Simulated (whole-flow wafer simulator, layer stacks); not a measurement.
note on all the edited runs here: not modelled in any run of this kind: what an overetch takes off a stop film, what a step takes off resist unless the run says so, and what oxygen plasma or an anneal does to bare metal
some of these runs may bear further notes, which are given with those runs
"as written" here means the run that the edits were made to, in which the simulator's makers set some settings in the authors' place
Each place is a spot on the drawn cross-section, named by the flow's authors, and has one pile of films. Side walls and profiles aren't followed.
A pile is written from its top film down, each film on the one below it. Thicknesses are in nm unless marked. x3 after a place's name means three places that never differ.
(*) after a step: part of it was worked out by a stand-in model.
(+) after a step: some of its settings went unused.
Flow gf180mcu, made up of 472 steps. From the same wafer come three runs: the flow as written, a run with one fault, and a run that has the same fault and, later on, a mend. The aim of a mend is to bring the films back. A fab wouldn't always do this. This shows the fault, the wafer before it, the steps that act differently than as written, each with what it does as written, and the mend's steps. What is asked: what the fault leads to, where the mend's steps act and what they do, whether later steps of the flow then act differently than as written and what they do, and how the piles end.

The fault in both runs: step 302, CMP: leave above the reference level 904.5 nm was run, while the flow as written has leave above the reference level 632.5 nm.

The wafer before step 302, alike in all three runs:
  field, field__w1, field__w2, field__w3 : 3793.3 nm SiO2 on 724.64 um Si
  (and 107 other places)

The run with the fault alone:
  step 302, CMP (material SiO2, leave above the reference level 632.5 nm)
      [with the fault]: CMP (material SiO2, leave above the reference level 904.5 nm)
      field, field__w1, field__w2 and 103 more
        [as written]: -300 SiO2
        [with the fault]: -28 SiO2
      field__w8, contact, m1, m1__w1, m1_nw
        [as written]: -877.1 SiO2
        [with the fault]: -605.1 SiO2
  Steps further on in the flow that do not act as written:
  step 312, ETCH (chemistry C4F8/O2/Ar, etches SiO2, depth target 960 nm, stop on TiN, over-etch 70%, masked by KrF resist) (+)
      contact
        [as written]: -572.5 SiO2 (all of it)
        [with the fault]: -844.5 SiO2 (all of it)
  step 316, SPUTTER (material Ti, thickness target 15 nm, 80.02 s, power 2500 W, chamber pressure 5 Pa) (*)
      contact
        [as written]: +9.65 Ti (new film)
        [with the fault]: +8.25 Ti (new film)
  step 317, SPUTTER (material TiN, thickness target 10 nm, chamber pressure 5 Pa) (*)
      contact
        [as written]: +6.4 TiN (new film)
        [with the fault]: +5.46 TiN (new film)
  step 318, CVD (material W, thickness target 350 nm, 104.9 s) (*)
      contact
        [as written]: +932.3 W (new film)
        [with the fault]: +1206.6 W (new film)
  At field, field__w1, field__w2 and 109 more, the piles at the end differ from the flow's by more than 2% or 0.5 nm, whichever is larger.
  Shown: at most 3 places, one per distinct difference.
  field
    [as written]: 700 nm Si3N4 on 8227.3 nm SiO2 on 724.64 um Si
    [with the fault]: 700 nm Si3N4 on 8499.3 nm SiO2 on 724.64 um Si
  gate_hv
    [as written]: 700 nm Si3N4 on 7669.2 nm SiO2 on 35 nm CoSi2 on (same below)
    [with the fault]: 700 nm Si3N4 on 7941.2 nm SiO2 on 35 nm CoSi2 on (same below)
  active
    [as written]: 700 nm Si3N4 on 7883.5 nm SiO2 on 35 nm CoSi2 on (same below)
    [with the fault]: 700 nm Si3N4 on 8155.5 nm SiO2 on 35 nm CoSi2 on (same below)

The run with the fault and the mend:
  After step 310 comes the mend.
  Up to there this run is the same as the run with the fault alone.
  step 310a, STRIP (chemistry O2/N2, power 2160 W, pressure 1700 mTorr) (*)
      field, field__w1, field__w2 and 107 more
        -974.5 KrF resist (all of it), -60 anti-reflective coat (all of it)
      contact
        -60 anti-reflective coat (all of it)
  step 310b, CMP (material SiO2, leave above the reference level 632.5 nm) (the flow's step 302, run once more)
      field, field__w1, field__w2 and 108 more
        -272 SiO2
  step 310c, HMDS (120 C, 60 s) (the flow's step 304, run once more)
      alters no film at any place that is followed
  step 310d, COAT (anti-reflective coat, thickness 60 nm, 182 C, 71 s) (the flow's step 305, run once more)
      field, field__w1, field__w2 and 108 more
        +60 anti-reflective coat (new film)
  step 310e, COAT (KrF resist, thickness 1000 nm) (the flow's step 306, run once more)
      field, field__w1, field__w2 and 108 more
        +1000 KrF resist (new film)
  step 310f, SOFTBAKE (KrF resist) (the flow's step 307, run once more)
      alters no film at any place that is followed
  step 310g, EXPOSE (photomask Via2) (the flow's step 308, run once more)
      alters no film at any place that is followed
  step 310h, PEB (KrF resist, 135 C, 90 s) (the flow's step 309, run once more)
      field, field__w1, field__w2 and 108 more
        -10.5 KrF resist
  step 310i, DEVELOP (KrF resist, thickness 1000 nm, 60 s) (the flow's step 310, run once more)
      field, field__w1, field__w2 and 107 more
        -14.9 KrF resist
      contact
        -989.5 KrF resist (all of it)
  Every later step of the flow that is run acts as written at every place that is followed.
  The piles end the same as the flow's at every place that both follow.
